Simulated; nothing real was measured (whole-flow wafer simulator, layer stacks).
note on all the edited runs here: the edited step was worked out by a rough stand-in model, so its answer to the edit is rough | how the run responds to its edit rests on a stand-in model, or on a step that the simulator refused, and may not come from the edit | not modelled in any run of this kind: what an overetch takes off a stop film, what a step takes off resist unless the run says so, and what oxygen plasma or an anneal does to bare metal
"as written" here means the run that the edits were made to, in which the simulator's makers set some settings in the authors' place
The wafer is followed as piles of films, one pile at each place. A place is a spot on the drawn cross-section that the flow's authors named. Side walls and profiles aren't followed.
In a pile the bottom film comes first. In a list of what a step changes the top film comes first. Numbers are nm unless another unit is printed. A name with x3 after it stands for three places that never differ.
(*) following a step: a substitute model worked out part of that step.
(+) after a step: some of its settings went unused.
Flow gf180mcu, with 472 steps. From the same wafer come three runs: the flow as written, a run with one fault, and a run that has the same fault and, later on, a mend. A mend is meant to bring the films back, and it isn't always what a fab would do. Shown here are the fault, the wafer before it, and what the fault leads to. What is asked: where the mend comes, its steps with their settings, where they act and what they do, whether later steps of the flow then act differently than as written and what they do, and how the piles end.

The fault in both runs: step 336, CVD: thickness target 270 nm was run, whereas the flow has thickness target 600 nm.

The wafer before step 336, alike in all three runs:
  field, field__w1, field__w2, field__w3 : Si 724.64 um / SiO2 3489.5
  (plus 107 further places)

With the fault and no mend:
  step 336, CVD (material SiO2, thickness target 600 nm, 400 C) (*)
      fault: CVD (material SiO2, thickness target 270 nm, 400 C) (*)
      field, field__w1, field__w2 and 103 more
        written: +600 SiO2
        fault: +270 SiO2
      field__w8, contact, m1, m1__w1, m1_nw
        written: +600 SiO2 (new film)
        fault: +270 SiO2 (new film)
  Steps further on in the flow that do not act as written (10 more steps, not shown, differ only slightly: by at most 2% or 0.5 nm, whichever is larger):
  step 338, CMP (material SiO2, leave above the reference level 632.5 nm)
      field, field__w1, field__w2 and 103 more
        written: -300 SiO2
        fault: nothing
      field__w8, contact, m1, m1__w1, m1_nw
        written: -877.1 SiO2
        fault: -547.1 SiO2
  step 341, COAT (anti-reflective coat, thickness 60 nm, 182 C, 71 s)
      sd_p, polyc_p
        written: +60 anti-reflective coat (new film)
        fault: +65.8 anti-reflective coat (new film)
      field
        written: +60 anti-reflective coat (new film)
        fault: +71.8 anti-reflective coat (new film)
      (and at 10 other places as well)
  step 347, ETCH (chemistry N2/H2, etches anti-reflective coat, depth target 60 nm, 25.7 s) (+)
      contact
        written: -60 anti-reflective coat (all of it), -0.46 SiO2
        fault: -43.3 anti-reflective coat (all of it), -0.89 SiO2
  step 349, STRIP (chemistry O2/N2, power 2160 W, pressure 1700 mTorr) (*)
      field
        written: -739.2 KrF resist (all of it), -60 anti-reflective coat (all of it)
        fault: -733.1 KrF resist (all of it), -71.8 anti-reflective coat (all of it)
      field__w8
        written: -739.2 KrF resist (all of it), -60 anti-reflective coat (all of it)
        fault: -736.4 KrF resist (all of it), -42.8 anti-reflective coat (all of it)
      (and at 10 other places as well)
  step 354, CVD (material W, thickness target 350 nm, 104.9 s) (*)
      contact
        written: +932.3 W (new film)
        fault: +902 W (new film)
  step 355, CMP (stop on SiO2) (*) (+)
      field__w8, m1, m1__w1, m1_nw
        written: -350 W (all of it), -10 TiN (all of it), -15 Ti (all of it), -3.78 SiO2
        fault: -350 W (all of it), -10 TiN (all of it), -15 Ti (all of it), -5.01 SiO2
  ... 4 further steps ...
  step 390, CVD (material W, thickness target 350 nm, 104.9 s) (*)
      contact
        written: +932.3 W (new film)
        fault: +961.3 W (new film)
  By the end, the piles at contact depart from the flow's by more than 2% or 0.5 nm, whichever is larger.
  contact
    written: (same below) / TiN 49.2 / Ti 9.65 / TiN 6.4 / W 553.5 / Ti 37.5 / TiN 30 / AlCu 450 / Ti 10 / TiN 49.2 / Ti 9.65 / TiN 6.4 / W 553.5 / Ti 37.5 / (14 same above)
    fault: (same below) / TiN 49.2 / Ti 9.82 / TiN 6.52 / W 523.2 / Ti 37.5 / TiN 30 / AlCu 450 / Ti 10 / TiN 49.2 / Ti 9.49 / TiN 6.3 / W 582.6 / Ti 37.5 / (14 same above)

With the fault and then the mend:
  After step 336 comes the mend.
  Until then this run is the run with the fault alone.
  step 336a, CVD (material SiO2, thickness target 330 nm, 400 C) (*) (the flow's step 336, run once more with other settings)
      field, field__w1, field__w2 and 108 more
        +330 SiO2
  Every later step of the flow that is run acts as written at every place that is followed.
  By the end, the piles equal the flow's at every place that both follow.
